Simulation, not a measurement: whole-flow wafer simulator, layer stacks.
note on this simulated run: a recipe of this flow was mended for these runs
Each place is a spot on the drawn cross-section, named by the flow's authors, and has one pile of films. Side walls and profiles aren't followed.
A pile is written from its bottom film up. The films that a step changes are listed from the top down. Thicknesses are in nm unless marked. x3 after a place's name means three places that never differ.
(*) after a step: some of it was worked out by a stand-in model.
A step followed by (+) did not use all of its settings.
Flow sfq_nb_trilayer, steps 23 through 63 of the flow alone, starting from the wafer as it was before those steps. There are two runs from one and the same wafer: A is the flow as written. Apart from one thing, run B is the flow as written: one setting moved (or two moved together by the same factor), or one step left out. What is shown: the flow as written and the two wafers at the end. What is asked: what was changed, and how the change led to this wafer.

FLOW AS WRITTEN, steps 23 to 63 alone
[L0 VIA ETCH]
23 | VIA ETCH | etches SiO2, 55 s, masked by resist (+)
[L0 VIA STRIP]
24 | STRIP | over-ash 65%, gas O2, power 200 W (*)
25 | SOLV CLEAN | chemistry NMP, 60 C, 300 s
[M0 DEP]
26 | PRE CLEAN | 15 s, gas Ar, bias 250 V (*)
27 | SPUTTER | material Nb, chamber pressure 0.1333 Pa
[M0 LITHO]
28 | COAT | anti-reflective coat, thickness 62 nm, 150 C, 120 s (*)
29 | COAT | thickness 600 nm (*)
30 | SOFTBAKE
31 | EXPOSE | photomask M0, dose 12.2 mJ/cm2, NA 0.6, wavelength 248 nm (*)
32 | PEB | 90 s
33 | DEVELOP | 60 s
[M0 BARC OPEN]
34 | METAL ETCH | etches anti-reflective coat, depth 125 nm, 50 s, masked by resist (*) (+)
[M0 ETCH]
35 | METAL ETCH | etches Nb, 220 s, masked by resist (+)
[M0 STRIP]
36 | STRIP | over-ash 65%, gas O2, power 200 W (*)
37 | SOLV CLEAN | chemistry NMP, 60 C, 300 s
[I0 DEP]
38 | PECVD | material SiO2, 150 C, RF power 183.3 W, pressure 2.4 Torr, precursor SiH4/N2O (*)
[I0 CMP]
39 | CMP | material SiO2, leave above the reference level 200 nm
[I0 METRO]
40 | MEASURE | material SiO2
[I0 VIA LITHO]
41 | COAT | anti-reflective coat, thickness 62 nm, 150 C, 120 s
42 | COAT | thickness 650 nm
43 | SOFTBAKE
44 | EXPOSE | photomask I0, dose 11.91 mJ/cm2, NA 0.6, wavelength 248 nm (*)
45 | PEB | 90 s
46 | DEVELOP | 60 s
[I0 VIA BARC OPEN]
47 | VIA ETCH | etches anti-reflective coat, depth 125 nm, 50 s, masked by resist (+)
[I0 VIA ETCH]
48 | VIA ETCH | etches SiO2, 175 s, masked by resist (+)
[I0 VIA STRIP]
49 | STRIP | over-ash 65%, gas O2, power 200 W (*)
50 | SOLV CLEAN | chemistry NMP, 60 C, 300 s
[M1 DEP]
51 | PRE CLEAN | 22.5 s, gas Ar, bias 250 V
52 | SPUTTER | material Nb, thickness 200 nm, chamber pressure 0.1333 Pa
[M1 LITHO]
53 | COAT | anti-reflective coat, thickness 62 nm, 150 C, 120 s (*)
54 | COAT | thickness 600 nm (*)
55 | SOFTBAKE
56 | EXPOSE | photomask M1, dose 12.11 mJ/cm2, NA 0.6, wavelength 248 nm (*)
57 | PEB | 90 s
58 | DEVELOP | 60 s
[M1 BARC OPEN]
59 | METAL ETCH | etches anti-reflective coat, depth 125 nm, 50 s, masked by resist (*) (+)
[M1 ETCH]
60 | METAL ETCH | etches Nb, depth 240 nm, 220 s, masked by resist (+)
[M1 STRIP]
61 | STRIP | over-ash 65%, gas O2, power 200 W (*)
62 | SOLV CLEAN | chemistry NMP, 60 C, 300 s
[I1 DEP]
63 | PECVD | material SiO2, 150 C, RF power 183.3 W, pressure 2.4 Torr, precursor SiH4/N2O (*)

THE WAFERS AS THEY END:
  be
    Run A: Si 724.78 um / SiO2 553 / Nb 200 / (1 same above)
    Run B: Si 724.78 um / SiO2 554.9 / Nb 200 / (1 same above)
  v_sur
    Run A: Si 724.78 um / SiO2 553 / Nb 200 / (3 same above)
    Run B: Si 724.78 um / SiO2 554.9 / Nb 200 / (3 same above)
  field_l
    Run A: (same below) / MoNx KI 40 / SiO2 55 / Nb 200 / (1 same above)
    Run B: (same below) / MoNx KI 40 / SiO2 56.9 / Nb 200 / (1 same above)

The reason: step 26, PRE CLEAN: 9.19 s was run, though the flow has 15 s.

The path from the change to this, step by step:
  26 | PRE CLEAN | 15 s, gas Ar, bias 250 V (*)
      field_l, v_sur, via_wl and 102 more: A -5 SiO2 | B -3.06 SiO2
      l0v: A -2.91 MoNx KI | B -1.7 MoNx KI
